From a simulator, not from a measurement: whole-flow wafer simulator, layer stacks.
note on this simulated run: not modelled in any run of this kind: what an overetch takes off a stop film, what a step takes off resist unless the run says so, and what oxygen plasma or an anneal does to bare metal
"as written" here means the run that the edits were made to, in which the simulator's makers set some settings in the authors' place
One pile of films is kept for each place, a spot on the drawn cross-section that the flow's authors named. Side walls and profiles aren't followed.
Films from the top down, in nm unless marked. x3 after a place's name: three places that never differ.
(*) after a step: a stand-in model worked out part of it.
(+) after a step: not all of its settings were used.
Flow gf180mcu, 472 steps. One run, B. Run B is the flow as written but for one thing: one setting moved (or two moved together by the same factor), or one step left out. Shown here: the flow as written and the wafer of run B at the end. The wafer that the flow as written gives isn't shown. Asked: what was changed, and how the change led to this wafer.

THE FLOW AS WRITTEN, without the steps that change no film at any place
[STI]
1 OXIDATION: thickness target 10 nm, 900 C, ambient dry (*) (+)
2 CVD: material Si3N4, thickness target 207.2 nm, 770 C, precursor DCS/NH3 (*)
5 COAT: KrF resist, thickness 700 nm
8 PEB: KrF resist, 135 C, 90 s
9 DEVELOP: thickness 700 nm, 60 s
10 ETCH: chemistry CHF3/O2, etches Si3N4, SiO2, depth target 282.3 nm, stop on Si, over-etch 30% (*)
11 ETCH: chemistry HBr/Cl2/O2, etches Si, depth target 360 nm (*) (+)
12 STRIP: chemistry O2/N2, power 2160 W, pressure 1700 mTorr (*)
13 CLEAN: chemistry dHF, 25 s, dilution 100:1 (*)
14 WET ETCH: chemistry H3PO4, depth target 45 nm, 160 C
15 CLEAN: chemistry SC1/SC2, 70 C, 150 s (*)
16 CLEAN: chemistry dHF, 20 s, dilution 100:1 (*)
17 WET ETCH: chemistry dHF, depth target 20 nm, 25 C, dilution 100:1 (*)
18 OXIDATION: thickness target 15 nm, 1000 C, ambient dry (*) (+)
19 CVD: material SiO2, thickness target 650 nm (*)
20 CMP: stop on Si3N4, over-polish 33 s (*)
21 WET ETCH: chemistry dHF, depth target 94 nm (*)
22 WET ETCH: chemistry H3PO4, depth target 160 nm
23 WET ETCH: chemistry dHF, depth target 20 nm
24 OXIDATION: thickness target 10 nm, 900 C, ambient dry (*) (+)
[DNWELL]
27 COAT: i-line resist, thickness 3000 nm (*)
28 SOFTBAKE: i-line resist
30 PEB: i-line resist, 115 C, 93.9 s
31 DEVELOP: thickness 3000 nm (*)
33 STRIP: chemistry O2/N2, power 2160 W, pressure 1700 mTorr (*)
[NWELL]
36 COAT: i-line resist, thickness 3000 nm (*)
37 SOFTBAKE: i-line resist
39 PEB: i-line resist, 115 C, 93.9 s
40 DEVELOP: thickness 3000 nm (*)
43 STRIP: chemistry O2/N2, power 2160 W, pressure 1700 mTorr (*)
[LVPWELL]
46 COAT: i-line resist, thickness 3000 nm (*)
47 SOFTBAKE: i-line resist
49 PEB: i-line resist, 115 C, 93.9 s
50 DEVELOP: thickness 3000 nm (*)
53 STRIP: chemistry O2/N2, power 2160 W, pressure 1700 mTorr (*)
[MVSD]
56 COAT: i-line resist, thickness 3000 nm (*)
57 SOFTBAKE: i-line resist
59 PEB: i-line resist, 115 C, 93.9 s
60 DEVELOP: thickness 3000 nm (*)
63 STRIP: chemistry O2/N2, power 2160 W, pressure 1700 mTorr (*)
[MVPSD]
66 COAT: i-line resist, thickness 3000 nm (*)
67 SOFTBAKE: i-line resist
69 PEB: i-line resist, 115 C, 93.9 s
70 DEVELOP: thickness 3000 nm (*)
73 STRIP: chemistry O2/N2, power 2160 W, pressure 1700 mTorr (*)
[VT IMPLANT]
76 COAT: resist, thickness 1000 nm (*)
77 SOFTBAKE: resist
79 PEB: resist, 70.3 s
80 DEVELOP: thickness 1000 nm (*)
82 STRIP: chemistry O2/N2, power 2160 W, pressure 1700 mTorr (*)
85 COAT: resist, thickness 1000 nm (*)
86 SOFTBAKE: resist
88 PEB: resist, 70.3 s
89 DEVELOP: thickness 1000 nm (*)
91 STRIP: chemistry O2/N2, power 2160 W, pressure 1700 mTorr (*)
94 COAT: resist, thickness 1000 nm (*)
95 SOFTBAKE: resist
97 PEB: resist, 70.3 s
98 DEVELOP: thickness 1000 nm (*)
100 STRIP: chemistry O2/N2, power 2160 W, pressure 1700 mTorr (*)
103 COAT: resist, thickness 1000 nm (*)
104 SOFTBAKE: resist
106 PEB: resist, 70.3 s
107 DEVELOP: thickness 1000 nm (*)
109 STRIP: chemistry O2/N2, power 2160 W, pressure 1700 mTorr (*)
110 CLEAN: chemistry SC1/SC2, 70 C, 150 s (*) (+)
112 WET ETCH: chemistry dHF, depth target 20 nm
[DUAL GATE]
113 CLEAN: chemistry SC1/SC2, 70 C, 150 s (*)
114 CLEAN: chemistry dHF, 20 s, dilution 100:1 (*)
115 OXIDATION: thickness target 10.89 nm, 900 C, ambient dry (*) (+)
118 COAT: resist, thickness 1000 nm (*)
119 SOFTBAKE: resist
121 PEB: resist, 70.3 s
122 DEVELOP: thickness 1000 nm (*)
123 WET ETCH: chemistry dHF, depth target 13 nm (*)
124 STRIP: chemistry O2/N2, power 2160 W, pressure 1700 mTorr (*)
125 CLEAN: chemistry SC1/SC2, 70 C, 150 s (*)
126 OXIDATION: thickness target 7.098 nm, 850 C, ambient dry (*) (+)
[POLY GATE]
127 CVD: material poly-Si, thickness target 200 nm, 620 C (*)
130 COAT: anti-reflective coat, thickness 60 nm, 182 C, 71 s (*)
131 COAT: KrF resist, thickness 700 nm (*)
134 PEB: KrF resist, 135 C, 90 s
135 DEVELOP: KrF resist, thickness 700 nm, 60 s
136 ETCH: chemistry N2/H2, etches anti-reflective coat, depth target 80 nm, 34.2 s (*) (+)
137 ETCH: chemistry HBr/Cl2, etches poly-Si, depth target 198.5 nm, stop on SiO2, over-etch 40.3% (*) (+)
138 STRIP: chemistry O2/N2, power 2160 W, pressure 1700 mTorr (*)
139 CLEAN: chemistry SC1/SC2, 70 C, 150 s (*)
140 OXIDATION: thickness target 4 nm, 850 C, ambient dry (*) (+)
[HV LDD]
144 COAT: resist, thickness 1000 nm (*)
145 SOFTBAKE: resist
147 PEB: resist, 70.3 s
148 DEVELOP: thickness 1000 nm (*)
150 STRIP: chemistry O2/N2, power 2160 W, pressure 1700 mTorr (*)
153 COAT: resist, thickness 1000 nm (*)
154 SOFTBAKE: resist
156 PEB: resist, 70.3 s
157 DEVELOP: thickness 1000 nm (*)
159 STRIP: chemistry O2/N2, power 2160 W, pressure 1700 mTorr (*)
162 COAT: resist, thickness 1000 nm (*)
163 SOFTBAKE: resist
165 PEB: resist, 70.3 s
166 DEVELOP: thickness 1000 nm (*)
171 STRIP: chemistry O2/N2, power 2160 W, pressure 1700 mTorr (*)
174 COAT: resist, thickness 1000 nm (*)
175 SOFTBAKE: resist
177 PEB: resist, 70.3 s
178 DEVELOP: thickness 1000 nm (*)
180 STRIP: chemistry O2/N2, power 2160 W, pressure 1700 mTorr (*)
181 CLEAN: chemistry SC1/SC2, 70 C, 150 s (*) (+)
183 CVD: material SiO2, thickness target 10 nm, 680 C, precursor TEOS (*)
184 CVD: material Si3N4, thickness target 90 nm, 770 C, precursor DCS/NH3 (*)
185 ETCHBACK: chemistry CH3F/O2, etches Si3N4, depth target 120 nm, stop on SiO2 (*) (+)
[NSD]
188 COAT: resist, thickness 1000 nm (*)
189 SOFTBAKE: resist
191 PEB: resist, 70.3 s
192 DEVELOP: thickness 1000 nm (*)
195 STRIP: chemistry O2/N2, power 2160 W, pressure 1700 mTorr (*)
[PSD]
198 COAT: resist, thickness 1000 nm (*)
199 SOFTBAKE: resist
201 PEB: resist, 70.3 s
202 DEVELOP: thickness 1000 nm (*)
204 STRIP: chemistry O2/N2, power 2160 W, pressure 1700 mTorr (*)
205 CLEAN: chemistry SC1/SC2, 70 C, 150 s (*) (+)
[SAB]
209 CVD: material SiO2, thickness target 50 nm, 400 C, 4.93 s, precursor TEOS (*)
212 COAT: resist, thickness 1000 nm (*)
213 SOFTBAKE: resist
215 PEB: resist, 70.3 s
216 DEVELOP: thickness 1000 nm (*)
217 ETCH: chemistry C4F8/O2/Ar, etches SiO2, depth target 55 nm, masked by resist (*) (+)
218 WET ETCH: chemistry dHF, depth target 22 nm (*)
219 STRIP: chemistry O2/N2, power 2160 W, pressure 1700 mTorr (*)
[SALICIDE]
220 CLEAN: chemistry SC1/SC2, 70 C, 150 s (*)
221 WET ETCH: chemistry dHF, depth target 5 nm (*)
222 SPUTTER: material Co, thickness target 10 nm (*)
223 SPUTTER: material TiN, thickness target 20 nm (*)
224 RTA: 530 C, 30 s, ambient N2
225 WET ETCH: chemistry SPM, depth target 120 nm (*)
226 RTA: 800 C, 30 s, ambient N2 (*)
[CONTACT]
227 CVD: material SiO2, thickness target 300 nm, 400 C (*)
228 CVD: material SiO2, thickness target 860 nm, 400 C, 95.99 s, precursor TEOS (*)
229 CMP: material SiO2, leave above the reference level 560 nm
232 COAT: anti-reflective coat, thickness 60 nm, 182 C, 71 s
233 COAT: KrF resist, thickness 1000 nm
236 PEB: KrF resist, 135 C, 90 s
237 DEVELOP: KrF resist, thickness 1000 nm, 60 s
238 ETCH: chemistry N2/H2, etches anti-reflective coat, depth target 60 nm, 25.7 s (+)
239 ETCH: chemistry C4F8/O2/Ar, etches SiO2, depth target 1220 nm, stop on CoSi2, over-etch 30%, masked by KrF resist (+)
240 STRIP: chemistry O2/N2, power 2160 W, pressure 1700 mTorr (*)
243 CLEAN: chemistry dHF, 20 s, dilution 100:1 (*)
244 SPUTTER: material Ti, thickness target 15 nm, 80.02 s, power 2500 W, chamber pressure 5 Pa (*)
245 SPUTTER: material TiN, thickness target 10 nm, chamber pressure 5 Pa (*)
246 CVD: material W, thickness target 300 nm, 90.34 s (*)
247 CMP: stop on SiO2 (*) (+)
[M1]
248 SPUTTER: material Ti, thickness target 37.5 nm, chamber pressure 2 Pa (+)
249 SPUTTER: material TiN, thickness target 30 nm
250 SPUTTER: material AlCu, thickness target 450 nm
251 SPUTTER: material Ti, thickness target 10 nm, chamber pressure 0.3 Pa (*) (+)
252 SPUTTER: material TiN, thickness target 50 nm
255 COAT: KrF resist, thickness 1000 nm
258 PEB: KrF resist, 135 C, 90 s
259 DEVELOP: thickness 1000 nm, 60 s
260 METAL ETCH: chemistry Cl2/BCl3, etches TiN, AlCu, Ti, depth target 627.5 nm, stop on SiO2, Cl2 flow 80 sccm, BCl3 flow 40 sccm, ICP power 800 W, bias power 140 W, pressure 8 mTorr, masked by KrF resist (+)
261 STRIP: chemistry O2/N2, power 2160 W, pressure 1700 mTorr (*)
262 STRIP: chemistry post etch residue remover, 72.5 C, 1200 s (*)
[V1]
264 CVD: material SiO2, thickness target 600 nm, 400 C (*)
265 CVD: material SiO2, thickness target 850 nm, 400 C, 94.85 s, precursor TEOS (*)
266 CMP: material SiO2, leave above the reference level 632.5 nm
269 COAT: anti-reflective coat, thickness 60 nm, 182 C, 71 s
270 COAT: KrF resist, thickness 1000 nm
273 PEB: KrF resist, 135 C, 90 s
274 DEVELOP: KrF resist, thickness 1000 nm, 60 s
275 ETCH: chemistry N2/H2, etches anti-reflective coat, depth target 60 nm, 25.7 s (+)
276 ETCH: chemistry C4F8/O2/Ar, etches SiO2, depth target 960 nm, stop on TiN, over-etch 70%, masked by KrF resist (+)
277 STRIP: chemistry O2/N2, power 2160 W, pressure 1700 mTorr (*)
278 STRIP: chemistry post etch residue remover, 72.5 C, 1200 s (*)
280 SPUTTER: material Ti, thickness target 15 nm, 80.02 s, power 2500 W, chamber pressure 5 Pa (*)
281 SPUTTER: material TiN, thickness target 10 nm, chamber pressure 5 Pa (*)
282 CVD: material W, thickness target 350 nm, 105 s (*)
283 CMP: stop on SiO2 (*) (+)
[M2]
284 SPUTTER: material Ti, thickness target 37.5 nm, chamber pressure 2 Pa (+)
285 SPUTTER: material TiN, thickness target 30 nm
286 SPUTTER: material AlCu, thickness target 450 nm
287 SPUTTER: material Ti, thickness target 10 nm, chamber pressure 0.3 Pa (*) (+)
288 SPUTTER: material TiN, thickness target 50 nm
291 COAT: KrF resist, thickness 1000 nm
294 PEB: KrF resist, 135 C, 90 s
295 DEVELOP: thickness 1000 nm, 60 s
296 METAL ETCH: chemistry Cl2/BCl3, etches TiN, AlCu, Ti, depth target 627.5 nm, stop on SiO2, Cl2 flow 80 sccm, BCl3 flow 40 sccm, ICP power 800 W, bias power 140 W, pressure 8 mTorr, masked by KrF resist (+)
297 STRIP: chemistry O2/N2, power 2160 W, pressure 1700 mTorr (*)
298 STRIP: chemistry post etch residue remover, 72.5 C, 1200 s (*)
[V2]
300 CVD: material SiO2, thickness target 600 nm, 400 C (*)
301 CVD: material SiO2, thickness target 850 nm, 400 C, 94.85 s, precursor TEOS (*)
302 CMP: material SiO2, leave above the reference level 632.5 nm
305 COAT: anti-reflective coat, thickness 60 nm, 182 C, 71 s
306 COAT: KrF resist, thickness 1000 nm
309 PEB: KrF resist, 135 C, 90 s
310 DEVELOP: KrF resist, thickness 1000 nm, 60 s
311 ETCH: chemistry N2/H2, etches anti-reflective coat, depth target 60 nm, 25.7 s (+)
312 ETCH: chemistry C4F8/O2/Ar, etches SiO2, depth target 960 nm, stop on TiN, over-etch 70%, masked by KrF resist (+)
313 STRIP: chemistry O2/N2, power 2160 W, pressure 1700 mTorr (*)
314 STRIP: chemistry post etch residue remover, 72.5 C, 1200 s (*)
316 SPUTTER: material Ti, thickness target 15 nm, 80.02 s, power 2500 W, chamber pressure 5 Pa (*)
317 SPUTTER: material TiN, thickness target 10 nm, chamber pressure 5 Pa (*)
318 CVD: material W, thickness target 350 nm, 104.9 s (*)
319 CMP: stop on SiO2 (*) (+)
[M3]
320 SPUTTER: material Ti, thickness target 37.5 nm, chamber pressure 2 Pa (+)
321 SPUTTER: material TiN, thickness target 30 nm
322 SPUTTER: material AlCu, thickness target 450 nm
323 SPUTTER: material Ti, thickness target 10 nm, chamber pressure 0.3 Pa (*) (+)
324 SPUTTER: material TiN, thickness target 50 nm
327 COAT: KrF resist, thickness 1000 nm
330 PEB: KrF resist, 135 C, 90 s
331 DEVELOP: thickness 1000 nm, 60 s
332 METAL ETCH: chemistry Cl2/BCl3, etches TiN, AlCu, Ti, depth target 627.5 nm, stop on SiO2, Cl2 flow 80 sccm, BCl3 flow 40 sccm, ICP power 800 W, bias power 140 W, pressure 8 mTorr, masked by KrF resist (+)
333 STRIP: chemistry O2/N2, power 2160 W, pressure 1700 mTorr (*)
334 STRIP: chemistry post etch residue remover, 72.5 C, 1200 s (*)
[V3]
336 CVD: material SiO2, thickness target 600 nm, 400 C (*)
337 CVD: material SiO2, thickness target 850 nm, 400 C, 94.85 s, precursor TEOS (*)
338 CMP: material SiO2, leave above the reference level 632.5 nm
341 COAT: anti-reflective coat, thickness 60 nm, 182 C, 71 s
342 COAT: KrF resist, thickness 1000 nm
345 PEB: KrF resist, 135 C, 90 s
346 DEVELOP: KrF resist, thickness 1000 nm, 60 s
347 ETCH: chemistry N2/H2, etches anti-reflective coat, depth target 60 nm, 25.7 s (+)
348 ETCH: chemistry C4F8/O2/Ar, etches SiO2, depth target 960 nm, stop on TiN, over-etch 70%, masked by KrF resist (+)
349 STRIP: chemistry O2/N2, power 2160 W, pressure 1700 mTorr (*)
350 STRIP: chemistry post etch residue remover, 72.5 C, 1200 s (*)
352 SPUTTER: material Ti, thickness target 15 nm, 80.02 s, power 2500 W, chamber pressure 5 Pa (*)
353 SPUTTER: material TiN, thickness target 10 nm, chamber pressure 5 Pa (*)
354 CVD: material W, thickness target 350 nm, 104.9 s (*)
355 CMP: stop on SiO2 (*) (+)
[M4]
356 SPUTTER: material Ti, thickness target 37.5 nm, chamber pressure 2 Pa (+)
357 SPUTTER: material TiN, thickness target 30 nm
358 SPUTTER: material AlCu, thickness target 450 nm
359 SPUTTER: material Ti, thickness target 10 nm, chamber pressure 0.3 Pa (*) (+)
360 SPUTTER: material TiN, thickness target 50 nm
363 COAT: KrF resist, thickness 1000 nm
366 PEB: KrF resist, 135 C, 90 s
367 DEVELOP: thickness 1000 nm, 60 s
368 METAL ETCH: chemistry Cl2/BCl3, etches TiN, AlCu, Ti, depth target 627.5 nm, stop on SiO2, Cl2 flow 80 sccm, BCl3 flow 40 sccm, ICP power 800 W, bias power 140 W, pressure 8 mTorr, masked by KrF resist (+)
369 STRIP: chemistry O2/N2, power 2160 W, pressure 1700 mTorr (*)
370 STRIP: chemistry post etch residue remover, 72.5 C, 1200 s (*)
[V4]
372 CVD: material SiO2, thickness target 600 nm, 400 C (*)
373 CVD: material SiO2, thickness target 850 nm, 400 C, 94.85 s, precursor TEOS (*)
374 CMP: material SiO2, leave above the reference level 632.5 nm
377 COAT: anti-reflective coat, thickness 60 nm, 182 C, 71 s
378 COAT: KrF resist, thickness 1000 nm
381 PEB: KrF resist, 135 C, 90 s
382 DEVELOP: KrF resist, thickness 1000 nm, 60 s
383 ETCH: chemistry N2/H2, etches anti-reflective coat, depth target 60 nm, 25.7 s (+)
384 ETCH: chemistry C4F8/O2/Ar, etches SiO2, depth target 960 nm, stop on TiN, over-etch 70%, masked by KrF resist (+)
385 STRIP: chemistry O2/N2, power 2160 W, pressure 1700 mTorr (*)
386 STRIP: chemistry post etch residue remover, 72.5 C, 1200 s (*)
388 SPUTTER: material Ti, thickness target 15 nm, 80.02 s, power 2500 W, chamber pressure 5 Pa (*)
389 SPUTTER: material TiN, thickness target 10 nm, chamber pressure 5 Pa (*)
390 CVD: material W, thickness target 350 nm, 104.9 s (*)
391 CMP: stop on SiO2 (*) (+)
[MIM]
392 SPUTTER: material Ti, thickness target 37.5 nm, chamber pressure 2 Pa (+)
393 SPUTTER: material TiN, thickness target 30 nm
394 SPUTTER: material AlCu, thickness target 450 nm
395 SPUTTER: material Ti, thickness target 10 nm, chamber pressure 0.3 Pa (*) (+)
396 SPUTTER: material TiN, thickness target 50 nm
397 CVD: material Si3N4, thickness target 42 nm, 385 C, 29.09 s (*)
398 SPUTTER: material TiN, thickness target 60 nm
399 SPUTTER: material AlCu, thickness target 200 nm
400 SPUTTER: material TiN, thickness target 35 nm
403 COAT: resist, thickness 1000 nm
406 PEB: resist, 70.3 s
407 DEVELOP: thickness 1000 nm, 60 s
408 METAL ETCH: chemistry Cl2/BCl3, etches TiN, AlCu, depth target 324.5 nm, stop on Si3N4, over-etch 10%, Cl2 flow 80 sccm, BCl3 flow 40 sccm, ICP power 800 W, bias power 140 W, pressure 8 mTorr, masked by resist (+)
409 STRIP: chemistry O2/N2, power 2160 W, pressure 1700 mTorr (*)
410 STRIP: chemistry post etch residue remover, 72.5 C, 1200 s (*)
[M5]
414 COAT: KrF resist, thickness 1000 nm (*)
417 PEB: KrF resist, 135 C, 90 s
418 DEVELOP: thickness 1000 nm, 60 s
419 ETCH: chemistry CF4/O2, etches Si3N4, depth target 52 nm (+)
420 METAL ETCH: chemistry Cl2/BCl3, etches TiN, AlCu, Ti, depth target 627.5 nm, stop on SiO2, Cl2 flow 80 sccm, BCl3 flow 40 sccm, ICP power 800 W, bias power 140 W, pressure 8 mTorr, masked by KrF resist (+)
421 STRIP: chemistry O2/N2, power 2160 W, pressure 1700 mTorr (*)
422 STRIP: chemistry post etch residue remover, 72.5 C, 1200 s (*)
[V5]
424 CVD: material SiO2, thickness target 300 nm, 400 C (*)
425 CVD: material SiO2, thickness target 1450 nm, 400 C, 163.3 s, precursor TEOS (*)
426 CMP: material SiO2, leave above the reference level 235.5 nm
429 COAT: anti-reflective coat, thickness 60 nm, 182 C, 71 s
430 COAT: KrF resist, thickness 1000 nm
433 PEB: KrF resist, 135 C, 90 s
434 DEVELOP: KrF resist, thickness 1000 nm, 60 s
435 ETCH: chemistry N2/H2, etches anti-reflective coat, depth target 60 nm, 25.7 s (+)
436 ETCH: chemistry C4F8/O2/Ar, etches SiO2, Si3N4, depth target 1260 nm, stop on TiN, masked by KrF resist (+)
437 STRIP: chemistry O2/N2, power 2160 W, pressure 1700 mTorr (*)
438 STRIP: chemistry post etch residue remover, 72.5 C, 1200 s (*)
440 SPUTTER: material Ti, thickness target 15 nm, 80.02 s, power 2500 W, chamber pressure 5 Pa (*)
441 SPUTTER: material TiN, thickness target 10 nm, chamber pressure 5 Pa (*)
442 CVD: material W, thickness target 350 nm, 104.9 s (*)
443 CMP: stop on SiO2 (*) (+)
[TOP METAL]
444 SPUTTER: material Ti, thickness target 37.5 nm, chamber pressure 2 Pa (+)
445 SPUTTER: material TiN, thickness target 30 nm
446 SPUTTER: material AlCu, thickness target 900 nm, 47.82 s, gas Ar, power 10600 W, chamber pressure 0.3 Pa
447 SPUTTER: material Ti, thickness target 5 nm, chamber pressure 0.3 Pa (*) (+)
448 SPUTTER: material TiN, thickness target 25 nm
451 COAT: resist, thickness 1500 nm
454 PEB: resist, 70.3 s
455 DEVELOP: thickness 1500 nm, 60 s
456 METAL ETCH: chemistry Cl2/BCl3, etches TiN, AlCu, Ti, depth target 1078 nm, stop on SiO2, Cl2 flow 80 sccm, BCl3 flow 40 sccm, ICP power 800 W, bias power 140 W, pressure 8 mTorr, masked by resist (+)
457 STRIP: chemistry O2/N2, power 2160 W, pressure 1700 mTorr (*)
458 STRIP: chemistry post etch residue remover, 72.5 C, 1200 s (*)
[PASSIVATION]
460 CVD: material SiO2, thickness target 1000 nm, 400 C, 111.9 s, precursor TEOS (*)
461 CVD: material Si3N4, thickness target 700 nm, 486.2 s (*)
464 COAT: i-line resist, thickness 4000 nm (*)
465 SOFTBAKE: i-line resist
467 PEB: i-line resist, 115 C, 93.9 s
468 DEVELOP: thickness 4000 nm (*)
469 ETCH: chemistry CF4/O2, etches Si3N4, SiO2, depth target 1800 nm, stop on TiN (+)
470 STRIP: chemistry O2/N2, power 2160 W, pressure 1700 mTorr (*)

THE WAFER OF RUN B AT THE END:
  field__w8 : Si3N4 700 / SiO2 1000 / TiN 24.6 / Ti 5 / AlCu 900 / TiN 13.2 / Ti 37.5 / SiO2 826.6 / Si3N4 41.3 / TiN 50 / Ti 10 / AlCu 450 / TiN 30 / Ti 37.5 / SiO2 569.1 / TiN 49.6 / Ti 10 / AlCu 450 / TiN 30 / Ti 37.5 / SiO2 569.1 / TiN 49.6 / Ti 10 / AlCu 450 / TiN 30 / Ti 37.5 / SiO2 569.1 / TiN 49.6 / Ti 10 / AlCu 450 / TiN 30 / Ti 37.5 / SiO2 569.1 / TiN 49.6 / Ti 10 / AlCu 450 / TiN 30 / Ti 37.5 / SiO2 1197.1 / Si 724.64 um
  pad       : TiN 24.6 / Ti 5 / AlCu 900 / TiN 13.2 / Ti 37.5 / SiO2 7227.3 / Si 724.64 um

The cause: step 445, SPUTTER: thickness target 13.2 nm was run, where the flow has thickness target 30 nm.
It can be read off the wafer: field__w8 has TiN 13.2, and step 445 as written asks for 30 nm.

How the change led to this, step by step:
  445 SPUTTER: material TiN, thickness target 30 nm
      field, field__w1, field__w2 and 109 more: TiN +13.2 (new film) (as written it would be: TiN +30 (new film))
  456 METAL ETCH: chemistry Cl2/BCl3, etches TiN, AlCu, Ti, depth target 1078 nm, stop on SiO2, Cl2 flow 80 sccm, BCl3 flow 40 sccm, ICP power 800 W, bias power 140 W, pressure 8 mTorr, masked by resist (+)
      field, field__w1, field__w2 and 103 more: TiN -25 (all of it), Ti -5 (all of it), AlCu -900 (all of it), TiN -13.2 (all of it), Ti -37.5 (all of it) (as written it would be: TiN -25 (all of it), Ti -5 (all of it), AlCu -900 (all of it), TiN -30 (all of it), Ti -37.5 (all of it))
  465 SOFTBAKE: i-line resist
      field__w2, field_sub__w4: i-line resist +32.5 (as written it would be: i-line resist +33.4)
      field__w11, field__w13: i-line resist +36.7 (as written it would be: i-line resist +37.6)
      (and at 59 more places)
